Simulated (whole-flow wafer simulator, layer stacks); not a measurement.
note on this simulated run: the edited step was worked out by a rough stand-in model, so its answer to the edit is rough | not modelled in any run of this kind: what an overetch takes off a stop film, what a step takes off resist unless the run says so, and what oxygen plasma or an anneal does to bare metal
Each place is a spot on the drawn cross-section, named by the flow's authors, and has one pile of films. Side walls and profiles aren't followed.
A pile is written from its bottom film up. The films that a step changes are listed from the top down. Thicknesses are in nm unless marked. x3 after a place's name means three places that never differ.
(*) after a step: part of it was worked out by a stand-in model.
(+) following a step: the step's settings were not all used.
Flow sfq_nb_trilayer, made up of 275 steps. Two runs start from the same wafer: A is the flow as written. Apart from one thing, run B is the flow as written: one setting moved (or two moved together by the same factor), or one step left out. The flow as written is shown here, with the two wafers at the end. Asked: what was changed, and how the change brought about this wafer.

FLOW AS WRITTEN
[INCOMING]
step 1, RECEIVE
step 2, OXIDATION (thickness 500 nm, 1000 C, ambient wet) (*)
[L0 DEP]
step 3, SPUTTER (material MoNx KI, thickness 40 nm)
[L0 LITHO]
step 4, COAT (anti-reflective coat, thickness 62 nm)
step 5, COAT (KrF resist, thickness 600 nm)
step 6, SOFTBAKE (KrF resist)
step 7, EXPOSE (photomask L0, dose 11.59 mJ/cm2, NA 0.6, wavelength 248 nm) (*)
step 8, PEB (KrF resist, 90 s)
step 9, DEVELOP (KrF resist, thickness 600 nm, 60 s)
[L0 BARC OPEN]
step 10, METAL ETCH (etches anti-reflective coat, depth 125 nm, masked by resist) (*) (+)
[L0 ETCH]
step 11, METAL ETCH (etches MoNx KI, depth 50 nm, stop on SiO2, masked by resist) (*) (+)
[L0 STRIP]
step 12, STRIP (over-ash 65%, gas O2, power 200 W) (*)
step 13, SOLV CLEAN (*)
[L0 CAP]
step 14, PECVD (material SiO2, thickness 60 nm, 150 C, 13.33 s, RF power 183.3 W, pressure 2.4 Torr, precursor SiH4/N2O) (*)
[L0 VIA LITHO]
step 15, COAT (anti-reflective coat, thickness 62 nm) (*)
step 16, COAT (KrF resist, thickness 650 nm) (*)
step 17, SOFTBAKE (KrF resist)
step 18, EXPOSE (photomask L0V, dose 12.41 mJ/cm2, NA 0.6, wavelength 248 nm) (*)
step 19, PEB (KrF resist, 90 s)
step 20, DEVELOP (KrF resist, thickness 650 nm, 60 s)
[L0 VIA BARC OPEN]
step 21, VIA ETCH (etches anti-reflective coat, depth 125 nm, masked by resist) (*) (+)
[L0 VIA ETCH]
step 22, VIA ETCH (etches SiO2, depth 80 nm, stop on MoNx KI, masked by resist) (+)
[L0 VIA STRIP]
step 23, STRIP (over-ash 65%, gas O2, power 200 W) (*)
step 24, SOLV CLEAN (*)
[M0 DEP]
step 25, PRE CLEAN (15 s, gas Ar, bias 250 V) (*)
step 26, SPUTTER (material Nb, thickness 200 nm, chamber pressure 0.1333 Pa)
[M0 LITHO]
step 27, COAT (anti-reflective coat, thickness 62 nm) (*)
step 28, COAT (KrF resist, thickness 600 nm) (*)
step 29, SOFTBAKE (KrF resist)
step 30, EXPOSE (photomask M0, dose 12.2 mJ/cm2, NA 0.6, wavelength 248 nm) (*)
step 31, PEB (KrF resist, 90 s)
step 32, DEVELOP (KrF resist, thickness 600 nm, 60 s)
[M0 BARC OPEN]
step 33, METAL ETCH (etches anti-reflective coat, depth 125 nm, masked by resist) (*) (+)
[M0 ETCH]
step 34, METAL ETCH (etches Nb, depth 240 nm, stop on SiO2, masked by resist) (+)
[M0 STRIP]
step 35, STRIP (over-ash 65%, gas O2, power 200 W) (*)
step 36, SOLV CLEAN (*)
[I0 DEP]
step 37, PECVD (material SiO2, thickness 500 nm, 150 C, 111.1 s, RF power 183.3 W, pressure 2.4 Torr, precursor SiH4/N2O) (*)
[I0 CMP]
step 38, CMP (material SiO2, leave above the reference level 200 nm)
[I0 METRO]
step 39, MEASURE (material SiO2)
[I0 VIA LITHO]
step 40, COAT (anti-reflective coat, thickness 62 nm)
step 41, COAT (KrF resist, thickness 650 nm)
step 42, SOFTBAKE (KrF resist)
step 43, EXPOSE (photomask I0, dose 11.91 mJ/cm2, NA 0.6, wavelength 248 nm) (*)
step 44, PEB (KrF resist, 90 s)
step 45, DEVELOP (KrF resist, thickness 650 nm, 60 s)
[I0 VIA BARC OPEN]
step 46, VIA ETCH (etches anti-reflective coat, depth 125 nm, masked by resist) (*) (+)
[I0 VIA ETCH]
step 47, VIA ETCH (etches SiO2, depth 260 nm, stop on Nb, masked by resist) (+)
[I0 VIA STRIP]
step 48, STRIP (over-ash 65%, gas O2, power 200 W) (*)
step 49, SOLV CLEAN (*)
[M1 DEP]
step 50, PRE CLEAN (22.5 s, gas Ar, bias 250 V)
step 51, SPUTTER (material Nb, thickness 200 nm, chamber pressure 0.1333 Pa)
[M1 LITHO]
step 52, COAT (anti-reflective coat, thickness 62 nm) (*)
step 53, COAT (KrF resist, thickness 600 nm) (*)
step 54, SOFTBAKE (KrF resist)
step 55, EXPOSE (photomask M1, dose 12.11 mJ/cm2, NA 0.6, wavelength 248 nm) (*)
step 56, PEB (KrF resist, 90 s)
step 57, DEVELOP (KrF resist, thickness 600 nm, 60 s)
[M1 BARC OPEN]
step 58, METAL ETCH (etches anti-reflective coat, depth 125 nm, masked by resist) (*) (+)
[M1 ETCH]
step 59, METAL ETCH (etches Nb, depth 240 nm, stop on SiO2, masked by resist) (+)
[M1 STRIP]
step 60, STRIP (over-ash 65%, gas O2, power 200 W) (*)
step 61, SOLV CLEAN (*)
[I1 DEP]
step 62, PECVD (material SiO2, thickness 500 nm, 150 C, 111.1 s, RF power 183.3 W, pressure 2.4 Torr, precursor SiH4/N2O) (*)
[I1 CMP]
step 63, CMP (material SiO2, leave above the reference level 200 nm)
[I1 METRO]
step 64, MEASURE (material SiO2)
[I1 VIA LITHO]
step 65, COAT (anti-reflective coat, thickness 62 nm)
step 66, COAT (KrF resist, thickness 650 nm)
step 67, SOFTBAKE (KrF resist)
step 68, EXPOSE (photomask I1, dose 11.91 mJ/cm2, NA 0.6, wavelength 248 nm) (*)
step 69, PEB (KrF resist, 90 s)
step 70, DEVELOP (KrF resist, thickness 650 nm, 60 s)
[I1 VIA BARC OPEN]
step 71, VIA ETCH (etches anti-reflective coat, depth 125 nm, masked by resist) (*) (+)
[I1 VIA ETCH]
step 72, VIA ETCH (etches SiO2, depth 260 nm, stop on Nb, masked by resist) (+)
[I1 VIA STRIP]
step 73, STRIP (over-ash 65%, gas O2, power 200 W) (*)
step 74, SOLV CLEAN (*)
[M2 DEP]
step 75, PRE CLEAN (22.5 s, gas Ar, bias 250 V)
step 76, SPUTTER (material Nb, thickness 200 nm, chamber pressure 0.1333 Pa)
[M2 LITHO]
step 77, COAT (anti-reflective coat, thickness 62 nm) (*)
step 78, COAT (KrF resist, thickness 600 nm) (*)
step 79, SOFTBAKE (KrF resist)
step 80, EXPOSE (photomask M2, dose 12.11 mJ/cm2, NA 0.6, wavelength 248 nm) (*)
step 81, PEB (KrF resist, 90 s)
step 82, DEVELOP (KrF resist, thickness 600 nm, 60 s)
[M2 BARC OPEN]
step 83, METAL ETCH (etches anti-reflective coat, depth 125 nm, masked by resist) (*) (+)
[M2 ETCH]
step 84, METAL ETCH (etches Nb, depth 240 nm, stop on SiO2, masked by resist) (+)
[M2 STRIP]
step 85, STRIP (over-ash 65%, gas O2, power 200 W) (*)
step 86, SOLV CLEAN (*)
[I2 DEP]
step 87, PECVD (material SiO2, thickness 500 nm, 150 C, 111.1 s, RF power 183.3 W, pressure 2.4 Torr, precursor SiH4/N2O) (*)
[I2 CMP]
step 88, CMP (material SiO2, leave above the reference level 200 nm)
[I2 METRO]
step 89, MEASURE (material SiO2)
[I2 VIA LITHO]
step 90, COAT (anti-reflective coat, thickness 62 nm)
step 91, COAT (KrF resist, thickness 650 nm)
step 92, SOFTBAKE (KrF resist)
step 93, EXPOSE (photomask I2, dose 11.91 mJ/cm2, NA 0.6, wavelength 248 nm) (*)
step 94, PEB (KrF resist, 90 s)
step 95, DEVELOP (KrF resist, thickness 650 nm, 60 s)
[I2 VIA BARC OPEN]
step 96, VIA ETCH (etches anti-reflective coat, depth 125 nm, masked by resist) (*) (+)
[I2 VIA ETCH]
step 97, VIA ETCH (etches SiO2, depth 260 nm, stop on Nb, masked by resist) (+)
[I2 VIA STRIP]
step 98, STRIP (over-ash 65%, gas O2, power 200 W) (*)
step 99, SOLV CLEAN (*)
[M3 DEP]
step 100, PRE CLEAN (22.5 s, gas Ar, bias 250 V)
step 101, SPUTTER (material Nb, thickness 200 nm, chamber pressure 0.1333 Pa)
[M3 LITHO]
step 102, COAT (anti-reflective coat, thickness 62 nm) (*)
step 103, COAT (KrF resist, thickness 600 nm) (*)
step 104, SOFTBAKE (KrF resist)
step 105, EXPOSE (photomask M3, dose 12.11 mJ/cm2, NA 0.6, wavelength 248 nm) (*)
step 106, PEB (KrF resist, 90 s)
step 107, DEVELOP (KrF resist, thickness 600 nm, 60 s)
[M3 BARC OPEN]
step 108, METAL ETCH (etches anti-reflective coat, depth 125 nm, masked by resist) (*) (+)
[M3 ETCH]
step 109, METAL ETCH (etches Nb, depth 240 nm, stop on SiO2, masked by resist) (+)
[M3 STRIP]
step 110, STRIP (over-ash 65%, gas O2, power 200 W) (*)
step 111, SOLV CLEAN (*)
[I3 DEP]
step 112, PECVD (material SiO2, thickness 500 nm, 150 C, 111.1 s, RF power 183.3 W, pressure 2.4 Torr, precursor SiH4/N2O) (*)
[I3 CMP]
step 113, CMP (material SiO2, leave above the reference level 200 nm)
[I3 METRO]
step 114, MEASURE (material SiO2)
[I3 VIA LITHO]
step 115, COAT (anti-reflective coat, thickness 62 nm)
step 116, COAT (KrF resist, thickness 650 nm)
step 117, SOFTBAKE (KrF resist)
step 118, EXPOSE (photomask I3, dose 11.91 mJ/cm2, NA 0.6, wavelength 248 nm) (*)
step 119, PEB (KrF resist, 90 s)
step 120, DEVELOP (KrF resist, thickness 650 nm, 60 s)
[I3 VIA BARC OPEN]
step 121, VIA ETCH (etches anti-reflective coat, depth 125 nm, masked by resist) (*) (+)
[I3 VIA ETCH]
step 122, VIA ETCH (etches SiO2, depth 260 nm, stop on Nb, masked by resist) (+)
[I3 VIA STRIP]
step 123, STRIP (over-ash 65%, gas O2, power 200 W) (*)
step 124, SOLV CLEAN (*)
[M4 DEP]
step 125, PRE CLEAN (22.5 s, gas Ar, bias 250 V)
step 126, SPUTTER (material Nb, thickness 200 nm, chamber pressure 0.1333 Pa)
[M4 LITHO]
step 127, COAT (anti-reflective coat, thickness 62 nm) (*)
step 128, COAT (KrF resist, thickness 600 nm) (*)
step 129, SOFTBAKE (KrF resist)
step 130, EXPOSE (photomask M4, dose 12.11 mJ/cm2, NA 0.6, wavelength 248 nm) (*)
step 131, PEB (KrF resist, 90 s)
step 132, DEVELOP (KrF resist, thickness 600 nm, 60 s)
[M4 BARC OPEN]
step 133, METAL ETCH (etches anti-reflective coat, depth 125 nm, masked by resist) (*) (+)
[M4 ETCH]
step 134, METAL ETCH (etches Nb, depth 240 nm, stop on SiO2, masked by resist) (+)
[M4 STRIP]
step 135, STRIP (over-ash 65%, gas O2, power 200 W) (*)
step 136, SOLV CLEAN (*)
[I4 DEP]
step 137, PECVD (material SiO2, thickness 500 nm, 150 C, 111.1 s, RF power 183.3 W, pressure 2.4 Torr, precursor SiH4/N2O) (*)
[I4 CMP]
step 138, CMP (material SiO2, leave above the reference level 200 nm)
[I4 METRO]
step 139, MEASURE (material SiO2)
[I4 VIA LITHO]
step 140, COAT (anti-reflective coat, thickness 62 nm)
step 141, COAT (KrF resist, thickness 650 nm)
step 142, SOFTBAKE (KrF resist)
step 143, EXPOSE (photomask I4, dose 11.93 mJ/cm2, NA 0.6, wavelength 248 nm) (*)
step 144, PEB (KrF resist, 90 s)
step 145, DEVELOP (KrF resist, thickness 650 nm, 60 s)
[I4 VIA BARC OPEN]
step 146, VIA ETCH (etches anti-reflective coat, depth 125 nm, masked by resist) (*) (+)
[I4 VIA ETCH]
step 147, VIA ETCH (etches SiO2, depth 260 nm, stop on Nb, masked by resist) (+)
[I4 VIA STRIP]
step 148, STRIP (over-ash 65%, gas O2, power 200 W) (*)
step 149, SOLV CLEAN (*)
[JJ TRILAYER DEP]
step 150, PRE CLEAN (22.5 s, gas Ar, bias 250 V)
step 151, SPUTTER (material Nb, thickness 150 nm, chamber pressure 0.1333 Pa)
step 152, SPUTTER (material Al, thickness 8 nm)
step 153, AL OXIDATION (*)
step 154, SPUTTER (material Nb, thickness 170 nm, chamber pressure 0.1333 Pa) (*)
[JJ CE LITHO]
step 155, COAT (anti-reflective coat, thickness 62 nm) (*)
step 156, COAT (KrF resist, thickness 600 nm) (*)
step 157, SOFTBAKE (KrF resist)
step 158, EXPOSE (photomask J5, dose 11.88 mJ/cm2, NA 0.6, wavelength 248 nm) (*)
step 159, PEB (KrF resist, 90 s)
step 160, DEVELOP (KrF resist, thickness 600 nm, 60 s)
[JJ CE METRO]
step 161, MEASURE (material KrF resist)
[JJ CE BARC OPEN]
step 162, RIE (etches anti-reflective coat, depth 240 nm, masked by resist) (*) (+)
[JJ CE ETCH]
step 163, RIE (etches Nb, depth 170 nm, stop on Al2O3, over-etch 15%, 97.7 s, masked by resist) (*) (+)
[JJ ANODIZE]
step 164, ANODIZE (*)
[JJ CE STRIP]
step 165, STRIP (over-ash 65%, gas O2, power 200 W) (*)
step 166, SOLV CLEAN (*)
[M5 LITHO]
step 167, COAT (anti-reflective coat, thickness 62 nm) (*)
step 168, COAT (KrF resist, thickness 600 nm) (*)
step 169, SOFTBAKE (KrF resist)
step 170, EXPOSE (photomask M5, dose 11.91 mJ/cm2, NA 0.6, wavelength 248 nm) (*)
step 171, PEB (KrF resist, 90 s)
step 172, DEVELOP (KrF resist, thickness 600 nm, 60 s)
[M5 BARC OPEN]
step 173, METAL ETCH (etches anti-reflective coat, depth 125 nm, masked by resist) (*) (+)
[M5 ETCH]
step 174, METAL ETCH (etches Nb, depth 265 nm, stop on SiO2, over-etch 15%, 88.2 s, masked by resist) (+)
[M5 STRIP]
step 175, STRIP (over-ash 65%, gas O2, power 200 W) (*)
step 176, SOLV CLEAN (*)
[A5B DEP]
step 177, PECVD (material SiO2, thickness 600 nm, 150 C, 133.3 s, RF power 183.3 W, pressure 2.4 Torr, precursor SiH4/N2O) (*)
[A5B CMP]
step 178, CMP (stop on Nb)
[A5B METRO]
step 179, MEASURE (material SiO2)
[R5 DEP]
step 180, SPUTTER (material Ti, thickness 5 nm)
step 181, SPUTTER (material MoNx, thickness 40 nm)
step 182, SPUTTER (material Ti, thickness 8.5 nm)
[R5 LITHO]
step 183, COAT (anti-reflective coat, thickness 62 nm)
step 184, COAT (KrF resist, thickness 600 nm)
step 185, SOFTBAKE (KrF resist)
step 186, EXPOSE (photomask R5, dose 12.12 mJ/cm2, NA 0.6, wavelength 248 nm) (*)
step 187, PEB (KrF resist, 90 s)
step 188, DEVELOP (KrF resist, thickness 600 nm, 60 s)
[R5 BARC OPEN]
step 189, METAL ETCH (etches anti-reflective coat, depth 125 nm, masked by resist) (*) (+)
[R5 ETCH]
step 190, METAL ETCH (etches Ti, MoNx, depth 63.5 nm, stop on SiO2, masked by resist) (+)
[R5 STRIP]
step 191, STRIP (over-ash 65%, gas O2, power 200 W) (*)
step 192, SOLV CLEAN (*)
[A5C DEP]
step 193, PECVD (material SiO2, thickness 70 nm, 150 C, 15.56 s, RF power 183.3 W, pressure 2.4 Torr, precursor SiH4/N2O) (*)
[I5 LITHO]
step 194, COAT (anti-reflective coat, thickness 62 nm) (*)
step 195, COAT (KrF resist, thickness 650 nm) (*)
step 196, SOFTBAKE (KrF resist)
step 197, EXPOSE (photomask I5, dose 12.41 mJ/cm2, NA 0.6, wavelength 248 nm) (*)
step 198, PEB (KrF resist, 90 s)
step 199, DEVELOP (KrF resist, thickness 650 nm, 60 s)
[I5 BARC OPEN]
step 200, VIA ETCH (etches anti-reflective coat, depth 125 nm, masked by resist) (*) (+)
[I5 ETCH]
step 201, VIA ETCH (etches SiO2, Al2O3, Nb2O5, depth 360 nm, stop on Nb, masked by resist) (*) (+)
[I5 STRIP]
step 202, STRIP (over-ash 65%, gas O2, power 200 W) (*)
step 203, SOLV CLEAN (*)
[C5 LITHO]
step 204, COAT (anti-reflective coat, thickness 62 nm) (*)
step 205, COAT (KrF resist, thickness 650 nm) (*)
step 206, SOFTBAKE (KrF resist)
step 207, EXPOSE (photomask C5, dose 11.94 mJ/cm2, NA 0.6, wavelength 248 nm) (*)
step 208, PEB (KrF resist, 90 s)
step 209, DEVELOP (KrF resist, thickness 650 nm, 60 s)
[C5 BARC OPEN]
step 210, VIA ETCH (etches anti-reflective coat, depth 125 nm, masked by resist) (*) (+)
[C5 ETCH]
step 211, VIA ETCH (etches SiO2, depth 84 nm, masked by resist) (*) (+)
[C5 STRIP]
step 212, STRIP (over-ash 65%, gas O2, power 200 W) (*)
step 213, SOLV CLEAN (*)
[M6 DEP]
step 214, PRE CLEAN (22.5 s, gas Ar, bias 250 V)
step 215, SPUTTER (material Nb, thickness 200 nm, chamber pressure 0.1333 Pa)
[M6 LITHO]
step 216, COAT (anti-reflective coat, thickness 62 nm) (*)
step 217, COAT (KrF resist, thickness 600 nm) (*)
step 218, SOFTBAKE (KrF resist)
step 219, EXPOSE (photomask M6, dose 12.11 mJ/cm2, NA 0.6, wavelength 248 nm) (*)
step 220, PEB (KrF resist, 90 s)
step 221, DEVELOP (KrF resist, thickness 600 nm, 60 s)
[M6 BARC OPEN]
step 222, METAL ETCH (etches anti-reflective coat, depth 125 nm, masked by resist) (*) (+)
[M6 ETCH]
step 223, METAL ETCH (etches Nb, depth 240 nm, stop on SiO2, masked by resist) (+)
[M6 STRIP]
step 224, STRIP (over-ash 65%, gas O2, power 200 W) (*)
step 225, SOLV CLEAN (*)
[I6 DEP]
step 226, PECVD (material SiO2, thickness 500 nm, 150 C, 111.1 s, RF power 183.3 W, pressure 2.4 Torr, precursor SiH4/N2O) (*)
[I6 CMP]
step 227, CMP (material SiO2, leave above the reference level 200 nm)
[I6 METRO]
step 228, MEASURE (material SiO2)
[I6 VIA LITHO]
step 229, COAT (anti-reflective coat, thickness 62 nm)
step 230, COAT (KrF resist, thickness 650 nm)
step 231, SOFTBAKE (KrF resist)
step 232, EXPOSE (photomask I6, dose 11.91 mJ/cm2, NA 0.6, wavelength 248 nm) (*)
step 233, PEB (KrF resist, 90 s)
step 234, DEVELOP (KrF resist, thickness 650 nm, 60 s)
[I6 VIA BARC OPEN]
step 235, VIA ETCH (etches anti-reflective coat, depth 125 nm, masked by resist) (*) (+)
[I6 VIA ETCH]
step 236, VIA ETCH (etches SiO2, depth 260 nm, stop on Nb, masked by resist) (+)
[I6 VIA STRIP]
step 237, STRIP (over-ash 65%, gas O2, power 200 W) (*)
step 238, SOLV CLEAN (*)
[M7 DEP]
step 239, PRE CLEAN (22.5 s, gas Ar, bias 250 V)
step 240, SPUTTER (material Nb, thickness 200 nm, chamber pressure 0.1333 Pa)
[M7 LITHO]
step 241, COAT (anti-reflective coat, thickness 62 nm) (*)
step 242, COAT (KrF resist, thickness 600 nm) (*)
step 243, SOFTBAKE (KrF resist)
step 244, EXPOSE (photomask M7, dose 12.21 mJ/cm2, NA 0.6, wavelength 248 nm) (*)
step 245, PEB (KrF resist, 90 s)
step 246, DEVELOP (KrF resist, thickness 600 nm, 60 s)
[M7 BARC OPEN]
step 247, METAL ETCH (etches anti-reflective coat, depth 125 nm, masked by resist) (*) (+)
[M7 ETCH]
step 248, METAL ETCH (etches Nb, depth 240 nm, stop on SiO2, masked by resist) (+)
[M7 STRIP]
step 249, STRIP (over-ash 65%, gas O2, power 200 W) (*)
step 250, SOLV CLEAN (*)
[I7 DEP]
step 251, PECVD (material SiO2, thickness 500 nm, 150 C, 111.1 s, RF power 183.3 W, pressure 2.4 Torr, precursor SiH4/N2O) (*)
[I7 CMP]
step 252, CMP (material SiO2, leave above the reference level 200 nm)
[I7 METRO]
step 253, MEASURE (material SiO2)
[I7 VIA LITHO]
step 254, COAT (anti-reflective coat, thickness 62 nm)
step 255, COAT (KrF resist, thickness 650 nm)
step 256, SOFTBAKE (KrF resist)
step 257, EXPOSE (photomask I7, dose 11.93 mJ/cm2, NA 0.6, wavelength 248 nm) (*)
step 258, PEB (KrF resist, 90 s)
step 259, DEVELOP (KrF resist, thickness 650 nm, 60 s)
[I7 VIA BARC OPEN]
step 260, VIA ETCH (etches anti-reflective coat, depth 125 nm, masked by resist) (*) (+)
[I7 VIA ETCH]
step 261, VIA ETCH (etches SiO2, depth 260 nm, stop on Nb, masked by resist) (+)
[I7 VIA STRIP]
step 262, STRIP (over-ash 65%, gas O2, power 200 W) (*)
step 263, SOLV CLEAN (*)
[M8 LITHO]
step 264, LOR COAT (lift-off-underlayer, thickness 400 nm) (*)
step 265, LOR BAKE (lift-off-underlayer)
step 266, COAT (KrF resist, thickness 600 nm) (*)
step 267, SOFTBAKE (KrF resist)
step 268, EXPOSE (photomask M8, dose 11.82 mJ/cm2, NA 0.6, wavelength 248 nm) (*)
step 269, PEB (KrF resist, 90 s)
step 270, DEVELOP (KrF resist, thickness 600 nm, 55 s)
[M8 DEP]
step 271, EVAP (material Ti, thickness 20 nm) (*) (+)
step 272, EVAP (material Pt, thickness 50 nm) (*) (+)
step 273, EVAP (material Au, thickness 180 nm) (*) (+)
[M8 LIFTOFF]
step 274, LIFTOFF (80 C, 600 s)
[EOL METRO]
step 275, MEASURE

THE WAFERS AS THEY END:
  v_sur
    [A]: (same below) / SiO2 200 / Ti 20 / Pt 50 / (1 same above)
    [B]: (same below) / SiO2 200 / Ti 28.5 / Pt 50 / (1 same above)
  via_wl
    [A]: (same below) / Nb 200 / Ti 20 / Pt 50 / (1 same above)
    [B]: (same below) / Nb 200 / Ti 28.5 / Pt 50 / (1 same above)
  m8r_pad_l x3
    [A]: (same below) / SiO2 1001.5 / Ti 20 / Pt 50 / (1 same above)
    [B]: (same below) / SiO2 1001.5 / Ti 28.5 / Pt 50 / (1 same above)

The reason: step 271, EVAP: thickness 28.5 nm was run, while the flow as written has thickness 20 nm.
The wafer itself shows it: v_sur has Ti 28.5, and step 271 as written asks for 20 nm.

Step by step, how the change led to this:
  step 271, EVAP (material Ti, thickness 20 nm) (*) (+)
      field_l, v_sur, via_wl and 103 more: A Ti gains 20 (new film) | B Ti gains 28.5 (new film)
  step 274, LIFTOFF (80 C, 600 s)
      p4_fl x3, p4_w1 x9, p4_g1 x2 and 60 more: A Au loses 180 (all of it), Pt loses 50 (all of it), Ti loses 20 (all of it), KrF resist loses 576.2 (all of it), lift-off-underlayer loses 400 (all of it) | B Au loses 180 (all of it), Pt loses 50 (all of it), Ti loses 28.5 (all of it), KrF resist loses 576.2 (all of it), lift-off-underlayer loses 400 (all of it)
      c5j, ce_r: A Au loses 180 (all of it), Pt loses 50 (all of it), Ti loses 20 (all of it), KrF resist loses 573.3 (all of it), lift-off-underlayer loses 399.3 (all of it) | B Au loses 180 (all of it), Pt loses 50 (all of it), Ti loses 28.5 (all of it), KrF resist loses 573.3 (all of it), lift-off-underlayer loses 399.3 (all of it)
      (also at 19 further places)
